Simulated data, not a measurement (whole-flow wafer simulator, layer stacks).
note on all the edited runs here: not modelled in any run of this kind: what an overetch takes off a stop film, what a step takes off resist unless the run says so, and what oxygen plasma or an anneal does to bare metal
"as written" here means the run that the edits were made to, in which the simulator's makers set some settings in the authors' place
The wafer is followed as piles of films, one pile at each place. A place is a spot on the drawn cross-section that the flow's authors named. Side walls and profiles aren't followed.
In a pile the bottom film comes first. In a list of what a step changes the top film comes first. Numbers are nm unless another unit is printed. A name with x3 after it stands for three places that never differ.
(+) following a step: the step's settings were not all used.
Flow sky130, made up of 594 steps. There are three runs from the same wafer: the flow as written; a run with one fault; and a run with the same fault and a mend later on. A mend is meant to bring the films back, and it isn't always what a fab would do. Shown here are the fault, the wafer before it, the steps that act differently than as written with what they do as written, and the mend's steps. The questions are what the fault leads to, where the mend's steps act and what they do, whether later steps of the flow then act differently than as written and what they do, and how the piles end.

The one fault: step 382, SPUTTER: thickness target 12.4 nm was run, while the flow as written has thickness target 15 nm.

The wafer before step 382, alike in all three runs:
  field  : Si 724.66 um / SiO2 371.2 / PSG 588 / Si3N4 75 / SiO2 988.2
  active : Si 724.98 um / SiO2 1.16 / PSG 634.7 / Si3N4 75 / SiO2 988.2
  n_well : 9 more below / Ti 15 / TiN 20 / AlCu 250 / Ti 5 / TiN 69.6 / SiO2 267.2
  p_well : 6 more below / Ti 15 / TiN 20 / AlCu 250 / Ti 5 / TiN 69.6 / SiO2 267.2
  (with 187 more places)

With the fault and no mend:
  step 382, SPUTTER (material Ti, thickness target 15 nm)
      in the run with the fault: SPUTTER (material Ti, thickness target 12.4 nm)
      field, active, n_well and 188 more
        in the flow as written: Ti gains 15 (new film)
        in the run with the fault: Ti gains 12.4 (new film)
  Steps later in the flow that act otherwise than as written (17 other steps are not shown; they differ only slightly, by no more than 2% or 0.5 nm, whichever is larger):
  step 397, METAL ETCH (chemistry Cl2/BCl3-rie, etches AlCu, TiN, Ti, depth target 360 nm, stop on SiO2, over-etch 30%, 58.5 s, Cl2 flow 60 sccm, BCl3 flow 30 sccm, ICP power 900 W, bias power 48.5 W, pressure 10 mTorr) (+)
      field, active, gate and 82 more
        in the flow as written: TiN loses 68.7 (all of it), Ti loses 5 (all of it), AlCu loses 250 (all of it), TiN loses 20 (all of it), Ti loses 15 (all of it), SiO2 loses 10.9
        in the run with the fault: TiN loses 68.7 (all of it), Ti loses 5 (all of it), AlCu loses 250 (all of it), TiN loses 20 (all of it), Ti loses 12.4 (all of it), SiO2 loses 11.2
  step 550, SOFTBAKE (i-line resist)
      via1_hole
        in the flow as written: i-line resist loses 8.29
        in the run with the fault: i-line resist loses 7.42
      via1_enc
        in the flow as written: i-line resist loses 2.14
        in the run with the fault: i-line resist loses 1.33
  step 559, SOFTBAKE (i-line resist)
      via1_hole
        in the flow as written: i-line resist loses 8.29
        in the run with the fault: i-line resist loses 7.42
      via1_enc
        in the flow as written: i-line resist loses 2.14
        in the run with the fault: i-line resist loses 1.33
  The piles end different from the flow's at n_well, p_well, gate_hv and 103 more by more than 2% or 0.5 nm, whichever is larger.
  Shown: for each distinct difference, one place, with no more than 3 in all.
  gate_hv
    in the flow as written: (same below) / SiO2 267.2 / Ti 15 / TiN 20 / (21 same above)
    in the run with the fault: (same below) / SiO2 267.2 / Ti 12.4 / TiN 20 / (21 same above)
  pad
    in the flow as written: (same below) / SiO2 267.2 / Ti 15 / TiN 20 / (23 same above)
    in the run with the fault: (same below) / SiO2 267.2 / Ti 12.4 / TiN 20 / (23 same above)
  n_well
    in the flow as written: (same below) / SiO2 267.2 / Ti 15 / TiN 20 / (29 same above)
    in the run with the fault: (same below) / SiO2 267.2 / Ti 12.4 / TiN 20 / (29 same above)

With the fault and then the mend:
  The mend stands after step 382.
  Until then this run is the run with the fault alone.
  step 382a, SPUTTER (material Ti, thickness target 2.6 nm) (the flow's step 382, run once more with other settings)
      field, active, n_well and 188 more
        Ti gains 2.6
  Later steps of the flow that are run all act as written at every place that is followed.
  At every place that both follow, the piles at the end match the flow's.
